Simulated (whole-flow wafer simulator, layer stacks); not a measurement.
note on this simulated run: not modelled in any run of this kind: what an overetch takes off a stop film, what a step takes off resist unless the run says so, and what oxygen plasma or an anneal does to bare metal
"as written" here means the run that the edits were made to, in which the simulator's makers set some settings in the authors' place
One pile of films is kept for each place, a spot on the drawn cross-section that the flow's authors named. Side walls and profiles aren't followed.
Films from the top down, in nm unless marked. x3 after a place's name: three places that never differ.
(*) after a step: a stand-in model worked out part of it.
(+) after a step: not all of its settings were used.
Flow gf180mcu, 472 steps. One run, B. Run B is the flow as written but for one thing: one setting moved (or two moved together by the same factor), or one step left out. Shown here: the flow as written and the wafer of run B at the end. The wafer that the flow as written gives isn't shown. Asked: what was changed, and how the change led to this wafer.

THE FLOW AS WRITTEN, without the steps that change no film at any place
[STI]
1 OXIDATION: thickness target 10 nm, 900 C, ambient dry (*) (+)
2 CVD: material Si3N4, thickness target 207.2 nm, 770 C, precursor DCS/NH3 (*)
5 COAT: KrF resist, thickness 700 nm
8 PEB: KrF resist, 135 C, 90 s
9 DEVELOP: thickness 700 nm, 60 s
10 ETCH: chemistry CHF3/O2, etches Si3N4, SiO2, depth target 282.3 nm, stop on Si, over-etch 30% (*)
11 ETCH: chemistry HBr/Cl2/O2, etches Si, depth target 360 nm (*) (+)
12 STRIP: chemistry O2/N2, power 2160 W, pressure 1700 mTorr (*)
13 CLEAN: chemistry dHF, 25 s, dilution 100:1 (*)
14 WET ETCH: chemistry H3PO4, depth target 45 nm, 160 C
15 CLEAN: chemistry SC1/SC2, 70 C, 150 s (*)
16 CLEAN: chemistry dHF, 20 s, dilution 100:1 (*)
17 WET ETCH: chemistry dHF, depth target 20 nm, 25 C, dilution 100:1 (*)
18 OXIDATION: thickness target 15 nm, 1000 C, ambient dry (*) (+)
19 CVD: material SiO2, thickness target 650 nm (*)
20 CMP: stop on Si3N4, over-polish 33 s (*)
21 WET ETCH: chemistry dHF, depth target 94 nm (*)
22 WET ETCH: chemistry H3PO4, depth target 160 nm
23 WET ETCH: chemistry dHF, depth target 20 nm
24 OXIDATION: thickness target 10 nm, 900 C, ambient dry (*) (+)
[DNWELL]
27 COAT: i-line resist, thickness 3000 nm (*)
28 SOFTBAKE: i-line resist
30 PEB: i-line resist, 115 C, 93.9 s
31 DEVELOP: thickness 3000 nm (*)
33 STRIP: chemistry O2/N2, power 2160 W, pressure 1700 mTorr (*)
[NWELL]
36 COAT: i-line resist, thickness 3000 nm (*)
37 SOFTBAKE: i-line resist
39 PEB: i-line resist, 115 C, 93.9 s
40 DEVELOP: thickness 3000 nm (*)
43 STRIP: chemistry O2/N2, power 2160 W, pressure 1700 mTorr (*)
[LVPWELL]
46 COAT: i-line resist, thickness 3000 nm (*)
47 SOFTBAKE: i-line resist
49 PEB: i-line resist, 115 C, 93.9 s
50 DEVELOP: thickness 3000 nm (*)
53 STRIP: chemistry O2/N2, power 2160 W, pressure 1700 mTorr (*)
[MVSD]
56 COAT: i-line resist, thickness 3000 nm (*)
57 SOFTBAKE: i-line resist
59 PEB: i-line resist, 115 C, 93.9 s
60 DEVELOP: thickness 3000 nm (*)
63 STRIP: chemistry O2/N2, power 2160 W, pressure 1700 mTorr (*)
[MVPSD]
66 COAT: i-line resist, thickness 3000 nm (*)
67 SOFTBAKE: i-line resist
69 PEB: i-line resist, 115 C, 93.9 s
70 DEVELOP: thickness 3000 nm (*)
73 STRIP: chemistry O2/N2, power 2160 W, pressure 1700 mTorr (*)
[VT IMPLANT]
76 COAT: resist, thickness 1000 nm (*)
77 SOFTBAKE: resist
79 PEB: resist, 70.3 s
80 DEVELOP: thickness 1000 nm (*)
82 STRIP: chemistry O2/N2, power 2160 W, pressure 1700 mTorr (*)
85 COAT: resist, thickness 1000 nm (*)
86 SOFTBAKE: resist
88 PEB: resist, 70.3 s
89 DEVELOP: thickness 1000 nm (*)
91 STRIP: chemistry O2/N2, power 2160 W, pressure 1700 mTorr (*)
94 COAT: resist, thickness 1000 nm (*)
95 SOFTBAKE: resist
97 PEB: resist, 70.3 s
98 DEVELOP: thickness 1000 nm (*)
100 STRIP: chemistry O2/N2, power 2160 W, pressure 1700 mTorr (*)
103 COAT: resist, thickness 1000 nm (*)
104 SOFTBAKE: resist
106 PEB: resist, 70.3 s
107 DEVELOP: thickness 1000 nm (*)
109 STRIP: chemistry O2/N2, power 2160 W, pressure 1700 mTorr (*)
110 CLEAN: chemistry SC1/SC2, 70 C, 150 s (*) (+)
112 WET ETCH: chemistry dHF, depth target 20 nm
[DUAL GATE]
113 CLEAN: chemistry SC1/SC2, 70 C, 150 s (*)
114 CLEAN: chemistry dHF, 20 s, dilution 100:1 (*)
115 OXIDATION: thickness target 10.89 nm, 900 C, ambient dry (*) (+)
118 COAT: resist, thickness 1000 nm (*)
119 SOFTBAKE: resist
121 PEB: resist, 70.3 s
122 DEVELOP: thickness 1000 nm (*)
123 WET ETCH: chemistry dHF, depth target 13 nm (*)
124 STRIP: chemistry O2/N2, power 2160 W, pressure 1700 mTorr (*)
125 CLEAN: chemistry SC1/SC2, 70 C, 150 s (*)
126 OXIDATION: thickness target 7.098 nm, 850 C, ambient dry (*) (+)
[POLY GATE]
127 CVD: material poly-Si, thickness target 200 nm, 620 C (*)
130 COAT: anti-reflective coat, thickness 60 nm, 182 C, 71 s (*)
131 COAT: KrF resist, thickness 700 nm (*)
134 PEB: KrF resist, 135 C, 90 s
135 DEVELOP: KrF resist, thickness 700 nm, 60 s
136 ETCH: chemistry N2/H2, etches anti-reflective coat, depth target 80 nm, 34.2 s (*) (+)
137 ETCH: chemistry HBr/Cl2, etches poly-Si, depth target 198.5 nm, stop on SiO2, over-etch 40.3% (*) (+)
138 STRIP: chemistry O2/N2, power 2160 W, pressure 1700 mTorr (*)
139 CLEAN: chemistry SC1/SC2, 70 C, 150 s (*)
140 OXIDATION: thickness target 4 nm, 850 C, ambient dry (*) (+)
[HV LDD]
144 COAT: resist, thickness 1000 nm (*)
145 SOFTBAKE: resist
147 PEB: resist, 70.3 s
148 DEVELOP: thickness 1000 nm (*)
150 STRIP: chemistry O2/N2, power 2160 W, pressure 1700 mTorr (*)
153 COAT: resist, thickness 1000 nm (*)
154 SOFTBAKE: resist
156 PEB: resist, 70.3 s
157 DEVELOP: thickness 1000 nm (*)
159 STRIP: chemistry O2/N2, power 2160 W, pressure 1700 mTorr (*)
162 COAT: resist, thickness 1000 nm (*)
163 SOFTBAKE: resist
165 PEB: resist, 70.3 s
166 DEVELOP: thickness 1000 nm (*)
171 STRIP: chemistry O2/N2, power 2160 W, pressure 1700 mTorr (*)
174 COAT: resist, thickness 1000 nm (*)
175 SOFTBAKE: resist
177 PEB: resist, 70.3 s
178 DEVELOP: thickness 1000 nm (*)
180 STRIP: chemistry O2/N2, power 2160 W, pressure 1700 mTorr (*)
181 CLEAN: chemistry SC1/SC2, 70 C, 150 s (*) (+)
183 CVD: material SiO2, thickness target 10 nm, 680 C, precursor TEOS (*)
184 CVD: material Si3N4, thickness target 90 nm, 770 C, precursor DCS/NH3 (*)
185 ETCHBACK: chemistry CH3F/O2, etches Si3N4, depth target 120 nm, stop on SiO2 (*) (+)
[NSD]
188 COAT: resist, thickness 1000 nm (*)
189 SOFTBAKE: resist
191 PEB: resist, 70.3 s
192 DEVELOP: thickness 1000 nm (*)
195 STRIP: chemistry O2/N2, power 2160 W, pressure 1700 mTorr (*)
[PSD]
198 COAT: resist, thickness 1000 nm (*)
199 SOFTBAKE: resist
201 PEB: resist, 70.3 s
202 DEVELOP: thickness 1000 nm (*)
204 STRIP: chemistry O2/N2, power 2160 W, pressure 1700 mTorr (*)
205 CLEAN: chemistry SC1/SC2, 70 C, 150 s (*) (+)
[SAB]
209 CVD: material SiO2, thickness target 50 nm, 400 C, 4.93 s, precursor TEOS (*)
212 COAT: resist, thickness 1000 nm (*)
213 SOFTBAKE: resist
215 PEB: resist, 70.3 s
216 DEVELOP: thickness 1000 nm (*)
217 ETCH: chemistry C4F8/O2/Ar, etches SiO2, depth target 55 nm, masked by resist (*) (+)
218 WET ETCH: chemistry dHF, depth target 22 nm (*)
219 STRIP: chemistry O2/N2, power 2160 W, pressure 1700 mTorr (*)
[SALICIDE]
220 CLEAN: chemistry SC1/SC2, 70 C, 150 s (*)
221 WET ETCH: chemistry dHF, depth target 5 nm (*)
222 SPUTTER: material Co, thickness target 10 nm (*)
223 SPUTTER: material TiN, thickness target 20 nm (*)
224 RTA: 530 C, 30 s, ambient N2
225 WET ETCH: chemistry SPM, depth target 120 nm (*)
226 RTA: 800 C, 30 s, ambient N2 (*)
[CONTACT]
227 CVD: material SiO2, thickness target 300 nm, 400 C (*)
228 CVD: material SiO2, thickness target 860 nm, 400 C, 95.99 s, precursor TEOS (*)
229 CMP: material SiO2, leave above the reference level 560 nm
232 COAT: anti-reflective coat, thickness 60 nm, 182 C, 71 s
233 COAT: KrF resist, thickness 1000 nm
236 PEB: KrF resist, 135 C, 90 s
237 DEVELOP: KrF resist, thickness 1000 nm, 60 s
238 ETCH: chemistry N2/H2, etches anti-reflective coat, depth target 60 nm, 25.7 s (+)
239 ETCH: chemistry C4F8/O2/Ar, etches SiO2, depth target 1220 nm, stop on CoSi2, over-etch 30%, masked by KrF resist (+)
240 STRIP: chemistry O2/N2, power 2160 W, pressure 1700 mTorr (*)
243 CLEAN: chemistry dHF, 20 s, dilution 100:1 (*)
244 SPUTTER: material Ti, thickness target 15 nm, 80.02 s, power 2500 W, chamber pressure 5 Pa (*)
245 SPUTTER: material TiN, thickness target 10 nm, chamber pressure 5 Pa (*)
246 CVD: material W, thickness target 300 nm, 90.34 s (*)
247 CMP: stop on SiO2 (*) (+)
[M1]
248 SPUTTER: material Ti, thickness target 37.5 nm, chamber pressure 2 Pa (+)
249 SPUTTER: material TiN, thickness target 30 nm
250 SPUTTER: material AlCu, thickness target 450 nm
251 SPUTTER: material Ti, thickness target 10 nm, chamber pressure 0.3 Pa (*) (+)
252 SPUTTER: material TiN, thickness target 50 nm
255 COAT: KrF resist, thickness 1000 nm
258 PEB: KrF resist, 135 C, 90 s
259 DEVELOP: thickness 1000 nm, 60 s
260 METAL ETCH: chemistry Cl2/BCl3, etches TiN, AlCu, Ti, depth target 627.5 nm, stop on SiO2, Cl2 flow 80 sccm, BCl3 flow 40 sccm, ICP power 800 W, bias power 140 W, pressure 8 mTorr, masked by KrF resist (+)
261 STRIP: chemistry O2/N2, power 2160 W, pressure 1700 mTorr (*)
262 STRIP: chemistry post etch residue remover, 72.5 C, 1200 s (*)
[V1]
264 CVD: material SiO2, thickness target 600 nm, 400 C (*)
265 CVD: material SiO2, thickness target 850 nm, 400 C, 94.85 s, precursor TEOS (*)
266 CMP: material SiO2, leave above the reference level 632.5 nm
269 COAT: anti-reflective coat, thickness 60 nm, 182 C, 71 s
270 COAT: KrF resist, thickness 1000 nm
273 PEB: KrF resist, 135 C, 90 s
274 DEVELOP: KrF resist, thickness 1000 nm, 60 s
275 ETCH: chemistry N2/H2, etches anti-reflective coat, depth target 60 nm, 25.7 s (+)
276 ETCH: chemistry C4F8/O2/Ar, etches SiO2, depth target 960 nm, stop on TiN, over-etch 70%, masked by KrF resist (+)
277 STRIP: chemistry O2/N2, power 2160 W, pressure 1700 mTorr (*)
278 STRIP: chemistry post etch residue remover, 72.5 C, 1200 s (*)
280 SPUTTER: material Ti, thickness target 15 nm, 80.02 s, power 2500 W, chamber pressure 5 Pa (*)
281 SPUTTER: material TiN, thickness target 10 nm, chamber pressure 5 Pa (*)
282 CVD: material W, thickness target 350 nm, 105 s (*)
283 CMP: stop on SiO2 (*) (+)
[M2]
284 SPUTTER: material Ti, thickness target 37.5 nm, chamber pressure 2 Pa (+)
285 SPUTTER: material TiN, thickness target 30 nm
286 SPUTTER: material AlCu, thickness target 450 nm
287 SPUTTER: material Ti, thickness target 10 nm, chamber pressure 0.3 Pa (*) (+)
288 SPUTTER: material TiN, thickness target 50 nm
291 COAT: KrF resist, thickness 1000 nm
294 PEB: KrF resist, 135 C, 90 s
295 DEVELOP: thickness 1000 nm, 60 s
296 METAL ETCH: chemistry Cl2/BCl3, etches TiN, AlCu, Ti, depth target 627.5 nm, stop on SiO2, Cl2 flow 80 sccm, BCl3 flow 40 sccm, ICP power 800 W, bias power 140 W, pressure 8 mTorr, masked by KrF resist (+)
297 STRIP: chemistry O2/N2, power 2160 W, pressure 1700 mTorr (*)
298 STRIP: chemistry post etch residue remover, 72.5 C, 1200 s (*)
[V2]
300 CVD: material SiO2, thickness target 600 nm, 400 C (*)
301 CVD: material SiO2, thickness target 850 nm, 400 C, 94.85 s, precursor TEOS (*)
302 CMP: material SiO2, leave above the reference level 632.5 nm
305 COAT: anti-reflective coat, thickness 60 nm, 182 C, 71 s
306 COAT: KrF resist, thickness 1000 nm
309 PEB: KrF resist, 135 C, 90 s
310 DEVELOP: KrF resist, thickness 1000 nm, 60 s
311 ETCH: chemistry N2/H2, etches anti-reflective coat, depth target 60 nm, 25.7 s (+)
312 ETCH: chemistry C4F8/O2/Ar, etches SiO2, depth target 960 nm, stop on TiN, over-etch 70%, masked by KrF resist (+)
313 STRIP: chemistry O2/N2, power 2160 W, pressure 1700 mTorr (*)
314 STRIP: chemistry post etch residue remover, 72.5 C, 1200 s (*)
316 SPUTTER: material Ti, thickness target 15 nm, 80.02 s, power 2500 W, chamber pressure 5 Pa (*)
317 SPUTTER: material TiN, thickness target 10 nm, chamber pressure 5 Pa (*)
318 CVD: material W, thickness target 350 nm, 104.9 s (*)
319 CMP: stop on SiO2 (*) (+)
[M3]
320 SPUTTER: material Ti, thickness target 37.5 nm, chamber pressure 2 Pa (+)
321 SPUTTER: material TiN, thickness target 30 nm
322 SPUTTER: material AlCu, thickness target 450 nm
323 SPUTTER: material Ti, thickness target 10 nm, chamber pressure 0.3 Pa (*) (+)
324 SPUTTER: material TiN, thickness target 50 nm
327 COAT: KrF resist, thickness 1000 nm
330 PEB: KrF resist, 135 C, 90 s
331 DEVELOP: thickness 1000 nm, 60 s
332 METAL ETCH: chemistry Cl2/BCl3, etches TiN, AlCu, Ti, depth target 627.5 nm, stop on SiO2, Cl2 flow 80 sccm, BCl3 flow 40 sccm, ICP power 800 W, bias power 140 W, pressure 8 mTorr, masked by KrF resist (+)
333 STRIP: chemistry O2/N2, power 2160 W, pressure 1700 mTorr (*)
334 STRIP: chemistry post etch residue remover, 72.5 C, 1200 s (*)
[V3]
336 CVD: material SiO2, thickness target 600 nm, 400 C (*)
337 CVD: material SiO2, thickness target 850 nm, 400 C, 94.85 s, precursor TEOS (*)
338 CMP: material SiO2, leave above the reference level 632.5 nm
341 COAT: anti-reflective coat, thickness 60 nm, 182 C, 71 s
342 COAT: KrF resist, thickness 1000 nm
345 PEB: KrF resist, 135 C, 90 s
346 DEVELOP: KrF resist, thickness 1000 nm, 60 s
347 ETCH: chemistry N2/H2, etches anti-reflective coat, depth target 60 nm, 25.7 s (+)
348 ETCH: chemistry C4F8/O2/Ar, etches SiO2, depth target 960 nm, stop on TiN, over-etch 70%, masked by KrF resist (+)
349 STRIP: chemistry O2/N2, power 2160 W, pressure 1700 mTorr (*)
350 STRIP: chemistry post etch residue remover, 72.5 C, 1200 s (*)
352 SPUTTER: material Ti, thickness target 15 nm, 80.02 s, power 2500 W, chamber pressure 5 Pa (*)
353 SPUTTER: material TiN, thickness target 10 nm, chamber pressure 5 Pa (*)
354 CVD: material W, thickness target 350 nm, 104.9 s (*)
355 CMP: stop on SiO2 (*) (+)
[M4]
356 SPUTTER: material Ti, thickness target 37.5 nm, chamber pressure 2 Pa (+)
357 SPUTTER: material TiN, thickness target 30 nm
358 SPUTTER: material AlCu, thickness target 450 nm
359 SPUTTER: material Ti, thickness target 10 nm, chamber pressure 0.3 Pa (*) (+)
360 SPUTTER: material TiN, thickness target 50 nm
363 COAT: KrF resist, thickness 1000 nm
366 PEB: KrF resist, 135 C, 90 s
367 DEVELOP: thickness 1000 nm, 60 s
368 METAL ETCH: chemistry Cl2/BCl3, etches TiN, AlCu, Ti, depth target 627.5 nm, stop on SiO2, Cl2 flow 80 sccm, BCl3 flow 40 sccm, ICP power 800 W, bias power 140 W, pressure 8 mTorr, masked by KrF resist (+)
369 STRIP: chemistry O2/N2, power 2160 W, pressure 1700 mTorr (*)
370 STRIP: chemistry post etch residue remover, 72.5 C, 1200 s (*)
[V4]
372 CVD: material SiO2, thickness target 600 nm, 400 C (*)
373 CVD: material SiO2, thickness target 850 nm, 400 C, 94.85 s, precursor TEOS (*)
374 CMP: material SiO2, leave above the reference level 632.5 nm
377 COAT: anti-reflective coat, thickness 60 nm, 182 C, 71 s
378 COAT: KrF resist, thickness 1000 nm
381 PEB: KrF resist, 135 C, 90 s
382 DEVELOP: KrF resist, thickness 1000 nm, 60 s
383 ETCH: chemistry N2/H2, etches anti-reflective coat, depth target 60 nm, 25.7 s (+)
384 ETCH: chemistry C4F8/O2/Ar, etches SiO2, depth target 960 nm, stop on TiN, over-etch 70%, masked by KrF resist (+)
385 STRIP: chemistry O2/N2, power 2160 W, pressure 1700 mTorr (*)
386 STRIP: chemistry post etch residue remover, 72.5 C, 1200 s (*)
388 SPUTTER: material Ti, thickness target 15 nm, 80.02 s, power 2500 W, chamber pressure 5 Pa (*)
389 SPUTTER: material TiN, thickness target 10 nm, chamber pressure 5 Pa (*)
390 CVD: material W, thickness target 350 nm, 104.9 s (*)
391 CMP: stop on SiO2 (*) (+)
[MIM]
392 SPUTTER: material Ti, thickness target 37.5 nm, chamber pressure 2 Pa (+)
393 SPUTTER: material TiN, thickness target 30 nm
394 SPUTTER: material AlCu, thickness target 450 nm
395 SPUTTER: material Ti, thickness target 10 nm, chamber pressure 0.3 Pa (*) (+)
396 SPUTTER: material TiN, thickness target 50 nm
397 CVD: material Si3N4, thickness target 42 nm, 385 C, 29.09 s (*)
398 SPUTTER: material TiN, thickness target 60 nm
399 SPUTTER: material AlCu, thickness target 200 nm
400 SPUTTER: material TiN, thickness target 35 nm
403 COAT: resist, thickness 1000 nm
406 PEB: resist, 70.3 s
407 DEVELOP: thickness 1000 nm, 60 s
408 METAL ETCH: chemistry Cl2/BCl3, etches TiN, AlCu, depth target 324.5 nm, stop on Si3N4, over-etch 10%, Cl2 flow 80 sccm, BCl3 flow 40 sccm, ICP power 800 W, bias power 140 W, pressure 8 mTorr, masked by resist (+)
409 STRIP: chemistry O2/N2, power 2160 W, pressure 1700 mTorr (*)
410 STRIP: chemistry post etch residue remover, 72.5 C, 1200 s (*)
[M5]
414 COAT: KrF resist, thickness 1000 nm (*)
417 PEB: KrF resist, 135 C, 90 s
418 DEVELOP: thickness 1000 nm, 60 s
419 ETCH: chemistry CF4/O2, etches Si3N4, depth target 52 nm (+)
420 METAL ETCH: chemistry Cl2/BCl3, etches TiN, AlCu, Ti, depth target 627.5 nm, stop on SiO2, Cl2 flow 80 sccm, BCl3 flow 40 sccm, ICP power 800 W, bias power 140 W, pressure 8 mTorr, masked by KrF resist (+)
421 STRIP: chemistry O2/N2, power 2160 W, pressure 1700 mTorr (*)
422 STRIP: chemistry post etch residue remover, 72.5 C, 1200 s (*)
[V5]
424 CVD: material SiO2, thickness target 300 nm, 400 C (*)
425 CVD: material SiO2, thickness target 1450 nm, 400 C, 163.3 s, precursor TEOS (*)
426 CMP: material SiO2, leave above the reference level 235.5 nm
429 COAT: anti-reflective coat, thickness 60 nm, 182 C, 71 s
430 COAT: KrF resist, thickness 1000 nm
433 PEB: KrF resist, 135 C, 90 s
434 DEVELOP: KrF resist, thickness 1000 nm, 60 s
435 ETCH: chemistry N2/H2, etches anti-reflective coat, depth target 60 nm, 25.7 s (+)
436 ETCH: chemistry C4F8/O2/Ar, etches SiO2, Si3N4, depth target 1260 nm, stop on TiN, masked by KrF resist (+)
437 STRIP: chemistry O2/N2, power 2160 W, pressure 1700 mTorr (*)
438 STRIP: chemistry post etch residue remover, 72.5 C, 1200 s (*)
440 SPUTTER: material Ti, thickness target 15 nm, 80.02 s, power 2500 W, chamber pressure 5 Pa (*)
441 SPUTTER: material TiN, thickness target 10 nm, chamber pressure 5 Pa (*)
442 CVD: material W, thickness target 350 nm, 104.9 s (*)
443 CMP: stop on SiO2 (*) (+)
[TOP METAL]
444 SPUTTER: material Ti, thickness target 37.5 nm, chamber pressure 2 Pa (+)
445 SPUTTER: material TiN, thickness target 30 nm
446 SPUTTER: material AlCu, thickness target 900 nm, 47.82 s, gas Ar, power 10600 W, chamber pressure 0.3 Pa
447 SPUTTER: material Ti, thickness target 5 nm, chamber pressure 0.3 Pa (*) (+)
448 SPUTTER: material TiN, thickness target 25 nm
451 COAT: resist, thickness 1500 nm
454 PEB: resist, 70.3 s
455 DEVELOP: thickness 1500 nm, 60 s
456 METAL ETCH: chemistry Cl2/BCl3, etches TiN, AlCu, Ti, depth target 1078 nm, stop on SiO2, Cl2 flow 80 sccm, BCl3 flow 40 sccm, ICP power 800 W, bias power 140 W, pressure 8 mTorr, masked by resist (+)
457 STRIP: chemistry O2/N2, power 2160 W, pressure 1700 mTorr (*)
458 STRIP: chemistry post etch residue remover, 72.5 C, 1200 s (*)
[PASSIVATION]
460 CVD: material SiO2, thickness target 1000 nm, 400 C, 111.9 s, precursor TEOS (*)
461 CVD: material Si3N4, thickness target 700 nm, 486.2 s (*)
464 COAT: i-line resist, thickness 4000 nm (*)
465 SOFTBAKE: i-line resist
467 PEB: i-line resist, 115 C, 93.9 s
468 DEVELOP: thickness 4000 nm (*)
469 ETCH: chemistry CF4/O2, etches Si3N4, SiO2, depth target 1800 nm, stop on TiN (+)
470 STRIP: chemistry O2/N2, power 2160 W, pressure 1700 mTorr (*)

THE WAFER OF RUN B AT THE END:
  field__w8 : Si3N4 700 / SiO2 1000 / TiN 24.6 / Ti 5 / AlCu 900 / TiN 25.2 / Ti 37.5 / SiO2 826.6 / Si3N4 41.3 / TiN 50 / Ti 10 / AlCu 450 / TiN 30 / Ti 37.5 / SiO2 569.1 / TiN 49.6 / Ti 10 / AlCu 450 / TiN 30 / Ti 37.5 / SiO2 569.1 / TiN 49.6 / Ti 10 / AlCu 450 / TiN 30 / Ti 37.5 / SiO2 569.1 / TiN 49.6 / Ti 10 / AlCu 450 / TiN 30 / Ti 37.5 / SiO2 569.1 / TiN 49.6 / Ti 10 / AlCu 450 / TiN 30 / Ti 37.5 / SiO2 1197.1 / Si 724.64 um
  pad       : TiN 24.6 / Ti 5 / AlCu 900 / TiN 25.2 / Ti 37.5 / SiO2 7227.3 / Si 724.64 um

The cause: step 445, SPUTTER: thickness target 25.2 nm was run, where the flow has thickness target 30 nm.
It can be read off the wafer: field__w8 has TiN 25.2, and step 445 as written asks for 30 nm.

How the change led to this, step by step:
  445 SPUTTER: material TiN, thickness target 30 nm
      field, field__w1, field__w2 and 109 more: TiN +25.2 (new film) (as written it would be: TiN +30 (new film))
  456 METAL ETCH: chemistry Cl2/BCl3, etches TiN, AlCu, Ti, depth target 1078 nm, stop on SiO2, Cl2 flow 80 sccm, BCl3 flow 40 sccm, ICP power 800 W, bias power 140 W, pressure 8 mTorr, masked by resist (+)
      field, field__w1, field__w2 and 103 more: TiN -25 (all of it), Ti -5 (all of it), AlCu -900 (all of it), TiN -25.2 (all of it), Ti -37.5 (all of it) (as written it would be: TiN -25 (all of it), Ti -5 (all of it), AlCu -900 (all of it), TiN -30 (all of it), Ti -37.5 (all of it))
